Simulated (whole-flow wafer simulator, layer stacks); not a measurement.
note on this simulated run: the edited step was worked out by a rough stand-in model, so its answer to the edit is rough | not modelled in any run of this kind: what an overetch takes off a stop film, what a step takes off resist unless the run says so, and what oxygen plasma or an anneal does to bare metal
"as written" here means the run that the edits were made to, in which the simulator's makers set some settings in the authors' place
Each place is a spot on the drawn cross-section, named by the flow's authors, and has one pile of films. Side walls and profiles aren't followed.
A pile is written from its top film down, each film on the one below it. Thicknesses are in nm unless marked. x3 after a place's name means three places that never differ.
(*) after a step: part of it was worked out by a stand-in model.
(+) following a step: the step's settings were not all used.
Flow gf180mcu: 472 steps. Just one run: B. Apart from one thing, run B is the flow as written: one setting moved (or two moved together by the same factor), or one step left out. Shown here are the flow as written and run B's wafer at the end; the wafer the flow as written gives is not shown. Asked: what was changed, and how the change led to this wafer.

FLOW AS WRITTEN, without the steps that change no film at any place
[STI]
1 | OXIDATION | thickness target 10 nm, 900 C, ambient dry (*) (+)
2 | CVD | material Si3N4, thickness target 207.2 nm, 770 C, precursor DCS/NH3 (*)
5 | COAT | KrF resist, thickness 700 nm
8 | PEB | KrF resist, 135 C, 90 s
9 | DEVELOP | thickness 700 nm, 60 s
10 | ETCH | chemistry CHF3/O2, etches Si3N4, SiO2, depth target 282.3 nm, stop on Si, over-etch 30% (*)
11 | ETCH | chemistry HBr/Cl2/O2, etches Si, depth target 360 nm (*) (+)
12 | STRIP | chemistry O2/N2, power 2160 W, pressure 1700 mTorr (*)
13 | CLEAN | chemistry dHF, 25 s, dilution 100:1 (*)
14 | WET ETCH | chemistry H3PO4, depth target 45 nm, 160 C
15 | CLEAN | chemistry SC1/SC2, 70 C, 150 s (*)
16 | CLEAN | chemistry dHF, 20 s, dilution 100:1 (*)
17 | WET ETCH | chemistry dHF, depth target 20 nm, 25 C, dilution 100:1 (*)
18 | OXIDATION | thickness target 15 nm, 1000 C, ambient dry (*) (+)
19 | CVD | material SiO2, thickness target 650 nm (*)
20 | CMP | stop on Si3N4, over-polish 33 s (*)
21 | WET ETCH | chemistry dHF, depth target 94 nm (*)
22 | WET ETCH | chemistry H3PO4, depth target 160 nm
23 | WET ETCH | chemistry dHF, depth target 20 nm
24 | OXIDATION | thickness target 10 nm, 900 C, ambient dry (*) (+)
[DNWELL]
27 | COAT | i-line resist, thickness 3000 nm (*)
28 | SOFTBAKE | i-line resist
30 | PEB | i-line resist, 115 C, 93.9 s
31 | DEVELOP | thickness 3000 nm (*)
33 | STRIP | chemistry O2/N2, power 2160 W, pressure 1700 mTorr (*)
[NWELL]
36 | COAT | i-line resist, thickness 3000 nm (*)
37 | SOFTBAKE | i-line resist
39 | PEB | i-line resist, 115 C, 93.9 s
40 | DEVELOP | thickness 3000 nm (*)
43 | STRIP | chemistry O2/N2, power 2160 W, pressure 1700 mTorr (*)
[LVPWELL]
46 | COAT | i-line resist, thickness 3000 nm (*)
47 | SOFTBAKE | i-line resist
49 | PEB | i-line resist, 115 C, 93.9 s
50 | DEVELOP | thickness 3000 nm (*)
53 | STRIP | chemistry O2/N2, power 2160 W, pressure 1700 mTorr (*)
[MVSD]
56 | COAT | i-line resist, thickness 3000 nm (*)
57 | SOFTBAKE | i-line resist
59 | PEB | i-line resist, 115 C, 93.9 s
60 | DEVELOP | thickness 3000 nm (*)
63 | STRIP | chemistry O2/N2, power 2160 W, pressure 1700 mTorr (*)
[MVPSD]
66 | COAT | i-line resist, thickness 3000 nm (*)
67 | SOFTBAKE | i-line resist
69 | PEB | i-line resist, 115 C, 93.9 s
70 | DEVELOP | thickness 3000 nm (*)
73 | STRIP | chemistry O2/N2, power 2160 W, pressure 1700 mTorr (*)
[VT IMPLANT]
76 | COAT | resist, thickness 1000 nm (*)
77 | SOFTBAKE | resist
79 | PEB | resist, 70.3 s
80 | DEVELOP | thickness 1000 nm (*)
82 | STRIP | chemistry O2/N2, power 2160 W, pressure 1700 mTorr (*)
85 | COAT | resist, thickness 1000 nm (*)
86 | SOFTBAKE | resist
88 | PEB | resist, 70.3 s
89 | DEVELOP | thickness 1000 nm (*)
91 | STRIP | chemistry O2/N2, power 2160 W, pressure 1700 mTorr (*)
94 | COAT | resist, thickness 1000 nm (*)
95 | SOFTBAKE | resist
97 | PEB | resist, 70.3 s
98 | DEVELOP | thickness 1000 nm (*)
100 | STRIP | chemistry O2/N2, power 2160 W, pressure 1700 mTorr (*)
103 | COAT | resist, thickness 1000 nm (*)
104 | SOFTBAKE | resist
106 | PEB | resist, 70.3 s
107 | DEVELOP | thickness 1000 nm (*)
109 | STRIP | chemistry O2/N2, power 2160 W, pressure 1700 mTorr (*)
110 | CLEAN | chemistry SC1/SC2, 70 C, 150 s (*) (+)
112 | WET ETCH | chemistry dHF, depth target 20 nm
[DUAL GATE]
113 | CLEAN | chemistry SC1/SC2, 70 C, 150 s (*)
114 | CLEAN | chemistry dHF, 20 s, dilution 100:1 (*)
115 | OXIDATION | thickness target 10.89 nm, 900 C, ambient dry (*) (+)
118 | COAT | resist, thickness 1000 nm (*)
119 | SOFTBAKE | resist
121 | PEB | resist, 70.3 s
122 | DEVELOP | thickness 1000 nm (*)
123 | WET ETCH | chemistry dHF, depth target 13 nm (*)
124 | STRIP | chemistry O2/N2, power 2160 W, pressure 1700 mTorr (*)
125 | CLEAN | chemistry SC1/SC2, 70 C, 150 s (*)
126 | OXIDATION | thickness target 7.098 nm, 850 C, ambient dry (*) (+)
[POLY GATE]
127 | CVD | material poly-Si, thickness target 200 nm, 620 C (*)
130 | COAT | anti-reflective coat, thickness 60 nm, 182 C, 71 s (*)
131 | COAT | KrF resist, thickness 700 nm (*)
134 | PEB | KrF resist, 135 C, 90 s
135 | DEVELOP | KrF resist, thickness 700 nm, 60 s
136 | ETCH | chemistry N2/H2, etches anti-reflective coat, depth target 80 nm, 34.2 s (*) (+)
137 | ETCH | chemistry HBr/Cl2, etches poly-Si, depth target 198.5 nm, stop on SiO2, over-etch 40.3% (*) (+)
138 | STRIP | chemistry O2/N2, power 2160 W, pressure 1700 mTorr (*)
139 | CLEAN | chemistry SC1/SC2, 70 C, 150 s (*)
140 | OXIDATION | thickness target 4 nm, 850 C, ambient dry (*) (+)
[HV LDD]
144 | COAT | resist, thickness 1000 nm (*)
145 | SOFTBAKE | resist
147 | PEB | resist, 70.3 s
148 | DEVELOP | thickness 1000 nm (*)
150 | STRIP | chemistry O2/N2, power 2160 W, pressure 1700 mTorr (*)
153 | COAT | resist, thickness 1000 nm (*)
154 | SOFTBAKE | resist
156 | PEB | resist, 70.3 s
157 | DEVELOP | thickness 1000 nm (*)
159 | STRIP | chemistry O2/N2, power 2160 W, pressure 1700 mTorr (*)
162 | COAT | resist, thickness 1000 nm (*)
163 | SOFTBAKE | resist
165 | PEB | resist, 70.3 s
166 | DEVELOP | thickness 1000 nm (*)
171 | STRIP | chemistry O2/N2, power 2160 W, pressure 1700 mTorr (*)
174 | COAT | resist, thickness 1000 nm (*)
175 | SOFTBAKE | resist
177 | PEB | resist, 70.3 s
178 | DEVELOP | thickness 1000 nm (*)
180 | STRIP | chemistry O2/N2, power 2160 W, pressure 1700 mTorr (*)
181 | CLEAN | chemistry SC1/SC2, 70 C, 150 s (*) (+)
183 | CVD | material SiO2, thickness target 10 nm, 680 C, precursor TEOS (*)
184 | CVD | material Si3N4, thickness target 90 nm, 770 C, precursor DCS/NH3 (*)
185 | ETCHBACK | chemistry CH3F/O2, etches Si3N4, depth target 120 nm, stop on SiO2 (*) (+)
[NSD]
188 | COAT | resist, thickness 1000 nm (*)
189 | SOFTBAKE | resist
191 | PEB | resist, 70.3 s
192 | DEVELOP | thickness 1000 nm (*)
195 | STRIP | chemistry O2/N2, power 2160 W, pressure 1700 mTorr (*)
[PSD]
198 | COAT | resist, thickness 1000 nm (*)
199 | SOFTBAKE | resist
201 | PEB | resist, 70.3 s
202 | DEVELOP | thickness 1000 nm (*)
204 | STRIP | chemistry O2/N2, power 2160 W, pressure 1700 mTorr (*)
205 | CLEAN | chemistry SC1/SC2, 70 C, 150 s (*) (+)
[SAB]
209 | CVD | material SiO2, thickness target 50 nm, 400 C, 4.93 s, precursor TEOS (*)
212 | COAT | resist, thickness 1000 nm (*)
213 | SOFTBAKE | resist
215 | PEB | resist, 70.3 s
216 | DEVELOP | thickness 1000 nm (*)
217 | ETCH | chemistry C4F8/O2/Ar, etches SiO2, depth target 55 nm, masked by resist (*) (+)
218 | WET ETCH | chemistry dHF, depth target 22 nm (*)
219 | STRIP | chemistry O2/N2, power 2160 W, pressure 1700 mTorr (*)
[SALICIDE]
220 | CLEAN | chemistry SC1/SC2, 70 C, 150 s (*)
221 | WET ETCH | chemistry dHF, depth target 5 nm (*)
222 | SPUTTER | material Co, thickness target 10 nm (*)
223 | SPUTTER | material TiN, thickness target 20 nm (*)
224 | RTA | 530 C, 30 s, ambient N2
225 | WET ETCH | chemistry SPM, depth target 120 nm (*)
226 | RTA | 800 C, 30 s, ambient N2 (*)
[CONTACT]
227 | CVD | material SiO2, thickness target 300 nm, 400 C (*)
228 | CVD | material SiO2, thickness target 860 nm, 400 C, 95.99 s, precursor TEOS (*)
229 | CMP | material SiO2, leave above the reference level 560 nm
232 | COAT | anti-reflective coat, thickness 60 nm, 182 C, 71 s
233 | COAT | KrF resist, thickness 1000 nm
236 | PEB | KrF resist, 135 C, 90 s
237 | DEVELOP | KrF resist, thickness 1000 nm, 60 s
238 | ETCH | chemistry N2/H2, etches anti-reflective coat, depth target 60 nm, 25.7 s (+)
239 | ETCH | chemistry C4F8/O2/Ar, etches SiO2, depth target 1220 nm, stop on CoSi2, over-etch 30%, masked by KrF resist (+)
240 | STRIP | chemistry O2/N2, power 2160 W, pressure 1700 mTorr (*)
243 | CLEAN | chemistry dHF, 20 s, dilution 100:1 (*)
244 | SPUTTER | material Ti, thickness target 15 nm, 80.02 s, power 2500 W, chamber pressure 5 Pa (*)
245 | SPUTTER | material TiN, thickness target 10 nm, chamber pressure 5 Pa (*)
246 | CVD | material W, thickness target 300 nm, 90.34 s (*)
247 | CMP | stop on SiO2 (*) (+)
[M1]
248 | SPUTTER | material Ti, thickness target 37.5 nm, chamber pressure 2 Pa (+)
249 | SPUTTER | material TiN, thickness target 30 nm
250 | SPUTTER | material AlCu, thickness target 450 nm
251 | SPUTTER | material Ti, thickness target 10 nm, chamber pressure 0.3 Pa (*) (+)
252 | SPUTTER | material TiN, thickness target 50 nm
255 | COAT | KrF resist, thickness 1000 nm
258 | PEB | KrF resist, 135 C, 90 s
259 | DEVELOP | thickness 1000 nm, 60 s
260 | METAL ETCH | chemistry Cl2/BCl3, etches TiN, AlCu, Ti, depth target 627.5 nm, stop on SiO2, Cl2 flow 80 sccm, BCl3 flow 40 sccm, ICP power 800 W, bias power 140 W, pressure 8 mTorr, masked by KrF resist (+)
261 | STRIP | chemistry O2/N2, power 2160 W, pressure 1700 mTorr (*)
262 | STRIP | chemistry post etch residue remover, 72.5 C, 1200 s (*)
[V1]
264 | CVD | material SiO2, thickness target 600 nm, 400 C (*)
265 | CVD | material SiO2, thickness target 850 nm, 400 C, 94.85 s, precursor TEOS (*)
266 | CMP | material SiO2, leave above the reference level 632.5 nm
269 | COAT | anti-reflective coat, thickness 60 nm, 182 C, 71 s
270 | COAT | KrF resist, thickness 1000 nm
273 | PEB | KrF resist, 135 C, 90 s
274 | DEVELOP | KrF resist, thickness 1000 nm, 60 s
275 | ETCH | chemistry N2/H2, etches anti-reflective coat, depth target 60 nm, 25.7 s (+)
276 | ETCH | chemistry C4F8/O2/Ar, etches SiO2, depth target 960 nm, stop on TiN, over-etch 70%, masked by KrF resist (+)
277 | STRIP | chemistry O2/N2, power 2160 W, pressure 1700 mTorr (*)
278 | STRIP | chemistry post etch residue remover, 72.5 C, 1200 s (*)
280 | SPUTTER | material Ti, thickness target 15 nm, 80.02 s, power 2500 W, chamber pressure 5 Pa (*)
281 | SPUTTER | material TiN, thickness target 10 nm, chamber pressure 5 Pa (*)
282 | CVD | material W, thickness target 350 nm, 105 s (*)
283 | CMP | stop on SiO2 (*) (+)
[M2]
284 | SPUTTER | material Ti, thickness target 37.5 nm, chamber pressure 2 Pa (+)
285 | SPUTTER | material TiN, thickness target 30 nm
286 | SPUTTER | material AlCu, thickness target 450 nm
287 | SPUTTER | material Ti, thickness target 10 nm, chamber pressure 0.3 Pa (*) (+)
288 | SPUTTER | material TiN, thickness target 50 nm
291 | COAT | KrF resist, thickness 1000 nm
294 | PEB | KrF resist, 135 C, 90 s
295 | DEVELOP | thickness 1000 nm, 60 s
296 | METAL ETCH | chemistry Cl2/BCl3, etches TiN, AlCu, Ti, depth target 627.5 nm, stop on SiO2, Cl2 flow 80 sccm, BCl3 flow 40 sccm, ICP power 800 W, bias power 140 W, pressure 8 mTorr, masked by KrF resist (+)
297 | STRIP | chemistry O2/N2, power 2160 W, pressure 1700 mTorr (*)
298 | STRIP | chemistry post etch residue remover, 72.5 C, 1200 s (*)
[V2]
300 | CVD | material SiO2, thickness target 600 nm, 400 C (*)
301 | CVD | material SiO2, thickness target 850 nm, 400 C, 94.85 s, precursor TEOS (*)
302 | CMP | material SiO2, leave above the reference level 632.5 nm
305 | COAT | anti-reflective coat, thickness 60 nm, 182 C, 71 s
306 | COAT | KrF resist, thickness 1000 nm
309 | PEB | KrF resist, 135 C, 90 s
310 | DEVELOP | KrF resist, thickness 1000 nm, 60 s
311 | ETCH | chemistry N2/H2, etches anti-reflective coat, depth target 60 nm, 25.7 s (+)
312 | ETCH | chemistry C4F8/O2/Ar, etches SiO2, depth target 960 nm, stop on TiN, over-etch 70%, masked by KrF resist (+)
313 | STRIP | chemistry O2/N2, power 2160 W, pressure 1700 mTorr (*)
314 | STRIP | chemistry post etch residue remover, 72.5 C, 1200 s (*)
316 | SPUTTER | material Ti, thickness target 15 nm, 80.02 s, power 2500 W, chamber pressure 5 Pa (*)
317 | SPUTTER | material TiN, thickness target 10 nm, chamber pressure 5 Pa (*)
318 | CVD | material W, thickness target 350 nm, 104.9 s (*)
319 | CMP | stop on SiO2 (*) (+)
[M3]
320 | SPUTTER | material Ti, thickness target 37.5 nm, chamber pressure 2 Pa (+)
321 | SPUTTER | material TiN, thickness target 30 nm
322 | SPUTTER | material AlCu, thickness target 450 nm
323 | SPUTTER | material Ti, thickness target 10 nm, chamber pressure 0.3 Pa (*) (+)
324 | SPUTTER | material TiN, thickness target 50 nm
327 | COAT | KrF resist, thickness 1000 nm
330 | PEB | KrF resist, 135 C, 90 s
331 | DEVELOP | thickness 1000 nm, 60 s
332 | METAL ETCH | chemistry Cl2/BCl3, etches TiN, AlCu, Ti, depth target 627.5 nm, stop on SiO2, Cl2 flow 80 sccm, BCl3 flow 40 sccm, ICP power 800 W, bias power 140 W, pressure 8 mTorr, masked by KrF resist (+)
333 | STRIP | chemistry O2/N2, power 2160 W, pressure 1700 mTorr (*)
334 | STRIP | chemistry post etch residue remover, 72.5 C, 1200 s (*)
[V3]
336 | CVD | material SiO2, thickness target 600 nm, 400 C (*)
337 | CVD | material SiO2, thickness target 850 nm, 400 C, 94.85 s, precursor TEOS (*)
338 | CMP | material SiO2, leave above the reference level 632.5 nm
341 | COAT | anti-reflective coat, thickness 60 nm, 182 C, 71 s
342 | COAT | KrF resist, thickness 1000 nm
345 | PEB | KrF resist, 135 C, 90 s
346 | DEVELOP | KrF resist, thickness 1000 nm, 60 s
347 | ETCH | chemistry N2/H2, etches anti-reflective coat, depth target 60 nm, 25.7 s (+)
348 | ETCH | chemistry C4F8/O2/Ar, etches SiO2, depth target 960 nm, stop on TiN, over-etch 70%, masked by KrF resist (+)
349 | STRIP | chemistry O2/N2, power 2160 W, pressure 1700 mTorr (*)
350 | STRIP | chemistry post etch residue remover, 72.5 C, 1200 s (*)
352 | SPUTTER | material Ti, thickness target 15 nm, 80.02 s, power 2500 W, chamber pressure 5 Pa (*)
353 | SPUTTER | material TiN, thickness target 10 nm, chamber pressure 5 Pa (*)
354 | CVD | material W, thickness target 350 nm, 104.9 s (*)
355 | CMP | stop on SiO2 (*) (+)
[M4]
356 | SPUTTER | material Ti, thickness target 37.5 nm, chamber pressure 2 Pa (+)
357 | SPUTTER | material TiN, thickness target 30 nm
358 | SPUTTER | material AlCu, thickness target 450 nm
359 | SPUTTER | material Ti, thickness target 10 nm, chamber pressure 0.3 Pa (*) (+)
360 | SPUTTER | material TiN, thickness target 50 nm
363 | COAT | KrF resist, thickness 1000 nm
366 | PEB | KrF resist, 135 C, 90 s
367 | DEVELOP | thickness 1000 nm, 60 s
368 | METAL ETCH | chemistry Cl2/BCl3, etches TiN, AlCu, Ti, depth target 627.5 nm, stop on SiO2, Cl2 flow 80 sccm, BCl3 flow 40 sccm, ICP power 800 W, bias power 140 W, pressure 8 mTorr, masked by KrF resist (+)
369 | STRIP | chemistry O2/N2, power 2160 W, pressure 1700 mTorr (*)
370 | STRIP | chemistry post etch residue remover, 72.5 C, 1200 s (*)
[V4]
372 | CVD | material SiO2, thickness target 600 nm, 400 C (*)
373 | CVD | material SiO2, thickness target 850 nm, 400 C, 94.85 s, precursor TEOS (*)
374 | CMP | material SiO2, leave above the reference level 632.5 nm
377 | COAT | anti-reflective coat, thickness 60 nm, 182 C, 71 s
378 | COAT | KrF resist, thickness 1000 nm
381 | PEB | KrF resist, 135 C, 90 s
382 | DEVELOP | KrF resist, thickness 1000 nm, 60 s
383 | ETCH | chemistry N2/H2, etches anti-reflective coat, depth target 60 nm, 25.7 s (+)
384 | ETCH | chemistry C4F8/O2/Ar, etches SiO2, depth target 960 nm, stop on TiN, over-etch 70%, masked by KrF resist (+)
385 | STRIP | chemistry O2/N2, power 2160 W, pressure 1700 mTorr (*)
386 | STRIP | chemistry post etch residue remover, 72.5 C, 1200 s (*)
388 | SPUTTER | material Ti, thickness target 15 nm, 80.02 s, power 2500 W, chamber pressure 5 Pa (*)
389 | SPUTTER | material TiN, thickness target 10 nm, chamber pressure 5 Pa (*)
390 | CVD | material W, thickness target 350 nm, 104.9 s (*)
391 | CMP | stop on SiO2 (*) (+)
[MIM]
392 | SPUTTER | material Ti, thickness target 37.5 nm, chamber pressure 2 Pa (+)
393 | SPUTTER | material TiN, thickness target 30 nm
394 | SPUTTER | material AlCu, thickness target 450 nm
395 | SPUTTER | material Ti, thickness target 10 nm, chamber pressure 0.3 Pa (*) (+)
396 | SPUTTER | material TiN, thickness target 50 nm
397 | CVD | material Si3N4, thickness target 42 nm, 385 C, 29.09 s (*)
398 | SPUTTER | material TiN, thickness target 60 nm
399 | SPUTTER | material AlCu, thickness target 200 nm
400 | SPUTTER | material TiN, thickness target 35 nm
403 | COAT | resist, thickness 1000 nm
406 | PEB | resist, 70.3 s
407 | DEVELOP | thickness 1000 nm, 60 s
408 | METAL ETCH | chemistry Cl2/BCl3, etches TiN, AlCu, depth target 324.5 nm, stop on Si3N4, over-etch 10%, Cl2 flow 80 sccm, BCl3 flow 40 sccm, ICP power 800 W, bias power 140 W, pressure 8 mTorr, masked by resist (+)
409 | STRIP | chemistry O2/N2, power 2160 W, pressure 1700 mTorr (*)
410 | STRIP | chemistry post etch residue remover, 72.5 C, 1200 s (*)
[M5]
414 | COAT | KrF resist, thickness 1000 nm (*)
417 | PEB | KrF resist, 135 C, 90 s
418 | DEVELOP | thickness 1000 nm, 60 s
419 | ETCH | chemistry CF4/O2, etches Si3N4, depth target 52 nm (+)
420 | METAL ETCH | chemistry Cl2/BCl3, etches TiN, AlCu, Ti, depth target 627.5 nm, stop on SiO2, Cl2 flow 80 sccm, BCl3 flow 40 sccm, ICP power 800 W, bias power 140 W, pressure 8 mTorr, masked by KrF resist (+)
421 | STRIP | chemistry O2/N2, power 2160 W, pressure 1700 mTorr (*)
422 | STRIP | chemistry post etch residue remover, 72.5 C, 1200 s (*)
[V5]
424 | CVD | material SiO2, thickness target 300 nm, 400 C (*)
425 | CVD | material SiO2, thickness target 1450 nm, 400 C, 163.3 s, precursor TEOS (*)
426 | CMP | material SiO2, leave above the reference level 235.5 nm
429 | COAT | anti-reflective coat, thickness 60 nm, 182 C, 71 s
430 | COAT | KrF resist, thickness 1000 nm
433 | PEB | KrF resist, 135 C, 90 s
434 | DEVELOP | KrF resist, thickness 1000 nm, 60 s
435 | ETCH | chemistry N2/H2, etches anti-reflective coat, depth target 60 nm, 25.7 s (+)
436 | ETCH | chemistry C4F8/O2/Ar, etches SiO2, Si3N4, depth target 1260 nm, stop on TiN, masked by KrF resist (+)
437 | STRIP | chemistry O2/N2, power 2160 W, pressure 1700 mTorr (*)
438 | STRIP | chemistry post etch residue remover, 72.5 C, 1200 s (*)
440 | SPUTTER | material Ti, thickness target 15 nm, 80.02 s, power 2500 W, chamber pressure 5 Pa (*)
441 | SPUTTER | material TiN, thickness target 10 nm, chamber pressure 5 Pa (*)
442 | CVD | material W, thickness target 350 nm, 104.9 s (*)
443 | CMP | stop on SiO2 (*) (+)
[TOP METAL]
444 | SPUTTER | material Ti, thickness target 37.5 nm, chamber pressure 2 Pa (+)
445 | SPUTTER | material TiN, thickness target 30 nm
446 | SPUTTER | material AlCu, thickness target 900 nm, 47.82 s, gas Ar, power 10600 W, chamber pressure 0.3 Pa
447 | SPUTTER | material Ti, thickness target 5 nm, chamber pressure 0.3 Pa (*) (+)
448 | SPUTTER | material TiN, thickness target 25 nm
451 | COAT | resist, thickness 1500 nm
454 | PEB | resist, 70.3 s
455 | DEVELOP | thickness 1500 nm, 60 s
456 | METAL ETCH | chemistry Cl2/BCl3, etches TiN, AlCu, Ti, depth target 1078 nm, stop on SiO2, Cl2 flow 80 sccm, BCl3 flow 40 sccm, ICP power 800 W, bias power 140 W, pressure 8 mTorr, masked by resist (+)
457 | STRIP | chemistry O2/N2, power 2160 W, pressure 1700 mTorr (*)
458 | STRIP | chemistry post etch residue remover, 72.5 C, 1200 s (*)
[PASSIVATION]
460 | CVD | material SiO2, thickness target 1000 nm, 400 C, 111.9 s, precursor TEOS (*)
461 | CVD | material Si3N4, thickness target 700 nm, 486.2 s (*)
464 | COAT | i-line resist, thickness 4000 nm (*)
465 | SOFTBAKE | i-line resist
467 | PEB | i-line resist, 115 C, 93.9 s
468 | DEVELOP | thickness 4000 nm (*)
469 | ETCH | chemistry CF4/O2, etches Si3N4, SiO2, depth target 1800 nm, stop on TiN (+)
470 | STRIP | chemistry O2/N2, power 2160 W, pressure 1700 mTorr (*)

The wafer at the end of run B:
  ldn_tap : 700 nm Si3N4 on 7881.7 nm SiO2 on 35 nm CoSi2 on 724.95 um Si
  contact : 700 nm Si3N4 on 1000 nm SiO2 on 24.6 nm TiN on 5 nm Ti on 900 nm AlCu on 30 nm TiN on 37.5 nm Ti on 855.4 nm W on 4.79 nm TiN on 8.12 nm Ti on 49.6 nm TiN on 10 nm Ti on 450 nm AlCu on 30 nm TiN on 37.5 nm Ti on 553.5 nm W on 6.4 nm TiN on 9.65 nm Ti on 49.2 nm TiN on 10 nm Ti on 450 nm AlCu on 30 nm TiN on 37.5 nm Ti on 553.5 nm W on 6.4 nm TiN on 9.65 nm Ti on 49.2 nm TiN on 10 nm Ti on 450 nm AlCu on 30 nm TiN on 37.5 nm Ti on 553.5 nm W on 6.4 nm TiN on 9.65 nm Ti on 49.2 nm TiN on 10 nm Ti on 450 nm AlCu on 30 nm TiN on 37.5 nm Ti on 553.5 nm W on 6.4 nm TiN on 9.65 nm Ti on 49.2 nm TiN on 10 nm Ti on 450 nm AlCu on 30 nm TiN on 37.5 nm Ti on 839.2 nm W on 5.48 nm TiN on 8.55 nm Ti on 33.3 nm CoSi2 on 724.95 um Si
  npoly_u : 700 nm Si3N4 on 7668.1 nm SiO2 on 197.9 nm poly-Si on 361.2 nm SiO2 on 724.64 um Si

Cause: step 441, SPUTTER: thickness target 8.9 nm was run, whereas the flow has thickness target 10 nm.

The path from the change to this, step by step:
  441 | SPUTTER | material TiN, thickness target 10 nm, chamber pressure 5 Pa (*)
      field, field__w1, field__w2 and 108 more: +8.9 TiN (new film) (as written it would have been: +10 TiN (new film))
      contact: +4.79 TiN (new film) (as written it would have been: +5.38 TiN (new film))
  443 | CMP | stop on SiO2 (*) (+)
      field, field__w1, field__w2 and 108 more: -350 W (all of it), -8.9 TiN (all of it), -15 Ti (all of it), -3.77 SiO2 (as written it would have been: -350 W (all of it), -10 TiN (all of it), -15 Ti (all of it), -3.78 SiO2)
